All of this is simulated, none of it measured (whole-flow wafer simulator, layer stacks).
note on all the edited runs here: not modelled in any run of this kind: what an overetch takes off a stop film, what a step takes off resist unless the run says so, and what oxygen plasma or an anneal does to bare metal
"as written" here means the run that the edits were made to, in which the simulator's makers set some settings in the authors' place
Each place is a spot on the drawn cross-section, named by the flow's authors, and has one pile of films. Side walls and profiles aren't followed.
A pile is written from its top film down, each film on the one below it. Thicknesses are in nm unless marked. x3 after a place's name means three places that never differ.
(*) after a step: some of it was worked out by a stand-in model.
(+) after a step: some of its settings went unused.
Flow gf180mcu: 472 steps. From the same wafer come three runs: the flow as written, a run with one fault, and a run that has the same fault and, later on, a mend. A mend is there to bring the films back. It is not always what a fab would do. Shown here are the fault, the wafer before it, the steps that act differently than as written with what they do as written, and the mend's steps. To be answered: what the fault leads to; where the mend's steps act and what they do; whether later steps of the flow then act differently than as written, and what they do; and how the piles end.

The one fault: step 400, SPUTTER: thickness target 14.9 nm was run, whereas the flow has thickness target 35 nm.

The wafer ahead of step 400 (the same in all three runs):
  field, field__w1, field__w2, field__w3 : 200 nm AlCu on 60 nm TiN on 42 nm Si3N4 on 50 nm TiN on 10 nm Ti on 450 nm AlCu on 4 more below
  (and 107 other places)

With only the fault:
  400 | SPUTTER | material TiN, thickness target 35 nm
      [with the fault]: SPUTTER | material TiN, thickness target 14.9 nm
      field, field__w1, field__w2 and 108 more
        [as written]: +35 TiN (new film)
        [with the fault]: +14.9 TiN (new film)
  Steps later in the flow that act otherwise than as written (not shown: 7 more steps that differ only slightly, by at most 2% or 0.5 nm, whichever is larger):
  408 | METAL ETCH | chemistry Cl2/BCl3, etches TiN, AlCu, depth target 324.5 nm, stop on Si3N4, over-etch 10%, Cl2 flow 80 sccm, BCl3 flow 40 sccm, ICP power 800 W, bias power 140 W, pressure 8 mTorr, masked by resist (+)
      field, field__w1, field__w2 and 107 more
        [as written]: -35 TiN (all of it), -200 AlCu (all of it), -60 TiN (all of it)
        [with the fault]: -14.9 TiN (all of it), -200 AlCu (all of it), -60 TiN (all of it)
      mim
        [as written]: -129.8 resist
        [with the fault]: -121 resist
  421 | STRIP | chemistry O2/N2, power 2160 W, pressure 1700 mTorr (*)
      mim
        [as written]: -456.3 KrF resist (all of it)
        [with the fault]: -471.4 KrF resist (all of it)
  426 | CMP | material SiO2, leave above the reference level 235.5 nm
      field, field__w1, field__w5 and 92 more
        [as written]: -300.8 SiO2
        [with the fault]: -320.9 SiO2
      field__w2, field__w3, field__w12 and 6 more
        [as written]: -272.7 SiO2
        [with the fault]: -292.8 SiO2
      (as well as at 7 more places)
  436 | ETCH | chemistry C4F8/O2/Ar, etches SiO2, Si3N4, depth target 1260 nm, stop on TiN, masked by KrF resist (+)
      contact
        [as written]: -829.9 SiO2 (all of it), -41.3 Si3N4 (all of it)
        [with the fault]: -809.8 SiO2 (all of it), -41.3 Si3N4 (all of it)
  By the end, the piles at field__w8, contact, m1, m1__w1, mim, m1_nw depart from the flow's by more than 2% or 0.5 nm, whichever is larger.
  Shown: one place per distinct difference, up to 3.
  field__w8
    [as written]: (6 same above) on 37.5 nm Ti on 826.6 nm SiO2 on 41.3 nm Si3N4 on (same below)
    [with the fault]: (6 same above) on 37.5 nm Ti on 806.5 nm SiO2 on 41.3 nm Si3N4 on (same below)
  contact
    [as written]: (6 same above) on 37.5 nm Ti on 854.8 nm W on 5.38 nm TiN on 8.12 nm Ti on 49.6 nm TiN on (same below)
    [with the fault]: (6 same above) on 37.5 nm Ti on 834.5 nm W on 5.44 nm TiN on 8.21 nm Ti on 49.6 nm TiN on (same below)
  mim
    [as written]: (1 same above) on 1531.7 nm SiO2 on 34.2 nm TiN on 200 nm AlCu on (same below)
    [with the fault]: (1 same above) on 1531.7 nm SiO2 on 14.1 nm TiN on 200 nm AlCu on (same below)

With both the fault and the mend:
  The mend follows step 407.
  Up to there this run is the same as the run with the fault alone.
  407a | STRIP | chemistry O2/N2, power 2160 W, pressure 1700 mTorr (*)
      mim
        -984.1 resist (all of it)
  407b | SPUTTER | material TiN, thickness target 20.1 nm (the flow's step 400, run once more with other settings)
      field, field__w1, field__w2 and 108 more
        +20.1 TiN
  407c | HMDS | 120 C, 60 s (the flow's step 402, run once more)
      does not change any film at any place that is followed
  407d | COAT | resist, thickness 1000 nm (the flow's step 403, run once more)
      field, field__w1, field__w2 and 108 more
        +1000 resist (new film)
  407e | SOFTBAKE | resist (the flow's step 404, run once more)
      does not change any film at any place that is followed
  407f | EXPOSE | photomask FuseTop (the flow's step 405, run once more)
      does not change any film at any place that is followed
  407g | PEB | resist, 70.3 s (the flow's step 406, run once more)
      field, field__w1, field__w2 and 108 more
        -15.9 resist
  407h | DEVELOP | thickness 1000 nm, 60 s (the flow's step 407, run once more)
      field, field__w1, field__w2 and 107 more
        -984.1 resist (all of it)
  Later steps of the flow that are run all act as written at every place that is followed.
  The piles end the same as the flow's at every place that both follow.
